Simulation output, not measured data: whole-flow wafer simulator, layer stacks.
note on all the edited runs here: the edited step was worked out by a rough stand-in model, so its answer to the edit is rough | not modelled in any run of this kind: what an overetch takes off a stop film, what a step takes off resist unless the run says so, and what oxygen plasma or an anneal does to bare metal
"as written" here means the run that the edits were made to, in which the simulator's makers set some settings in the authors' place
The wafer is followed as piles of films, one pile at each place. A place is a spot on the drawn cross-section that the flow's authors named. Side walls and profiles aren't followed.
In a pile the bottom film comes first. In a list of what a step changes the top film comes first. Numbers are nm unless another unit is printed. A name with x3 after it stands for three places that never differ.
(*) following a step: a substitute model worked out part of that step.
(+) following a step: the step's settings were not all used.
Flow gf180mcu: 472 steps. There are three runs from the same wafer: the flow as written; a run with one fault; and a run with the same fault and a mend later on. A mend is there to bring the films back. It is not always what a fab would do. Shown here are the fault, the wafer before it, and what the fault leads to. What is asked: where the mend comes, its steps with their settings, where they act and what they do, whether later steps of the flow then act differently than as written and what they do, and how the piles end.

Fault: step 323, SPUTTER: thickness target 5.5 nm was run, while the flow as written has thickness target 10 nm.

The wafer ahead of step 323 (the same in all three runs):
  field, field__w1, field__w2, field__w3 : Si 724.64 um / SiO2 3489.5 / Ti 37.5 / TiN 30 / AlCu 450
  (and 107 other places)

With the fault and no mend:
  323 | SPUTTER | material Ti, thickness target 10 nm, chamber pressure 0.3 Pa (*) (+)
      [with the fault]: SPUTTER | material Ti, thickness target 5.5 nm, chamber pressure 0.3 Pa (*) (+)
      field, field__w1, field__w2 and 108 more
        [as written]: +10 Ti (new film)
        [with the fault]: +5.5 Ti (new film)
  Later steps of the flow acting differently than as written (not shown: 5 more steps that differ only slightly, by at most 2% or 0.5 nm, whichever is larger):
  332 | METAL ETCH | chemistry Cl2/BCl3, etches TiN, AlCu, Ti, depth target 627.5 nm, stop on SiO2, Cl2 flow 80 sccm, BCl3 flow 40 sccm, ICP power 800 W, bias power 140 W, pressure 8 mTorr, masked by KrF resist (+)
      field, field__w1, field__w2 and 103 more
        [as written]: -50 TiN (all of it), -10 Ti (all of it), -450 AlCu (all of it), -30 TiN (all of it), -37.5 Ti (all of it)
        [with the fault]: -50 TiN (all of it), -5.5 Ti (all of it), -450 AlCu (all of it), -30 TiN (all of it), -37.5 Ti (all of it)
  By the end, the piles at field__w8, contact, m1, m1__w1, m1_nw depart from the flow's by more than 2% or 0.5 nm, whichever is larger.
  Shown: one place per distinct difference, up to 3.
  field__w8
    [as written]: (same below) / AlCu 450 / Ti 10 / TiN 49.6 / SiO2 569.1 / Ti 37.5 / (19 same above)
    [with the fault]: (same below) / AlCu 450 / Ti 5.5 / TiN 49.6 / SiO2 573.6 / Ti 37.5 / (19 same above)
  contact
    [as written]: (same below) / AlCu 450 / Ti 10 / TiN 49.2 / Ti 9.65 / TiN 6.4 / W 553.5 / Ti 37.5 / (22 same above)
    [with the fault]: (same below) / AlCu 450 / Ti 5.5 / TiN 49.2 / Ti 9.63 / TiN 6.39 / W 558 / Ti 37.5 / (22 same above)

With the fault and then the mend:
  The mend stands after step 323.
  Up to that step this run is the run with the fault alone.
  323a | SPUTTER | material Ti, thickness target 4.5 nm, chamber pressure 0.3 Pa (*) (+) (the flow's step 323, run once more with other settings)
      field, field__w1, field__w2 and 108 more
        +4.5 Ti
  None of the later steps of the flow acts differently than as written at any place that is followed.
  By the end, the piles equal the flow's at every place that both follow.
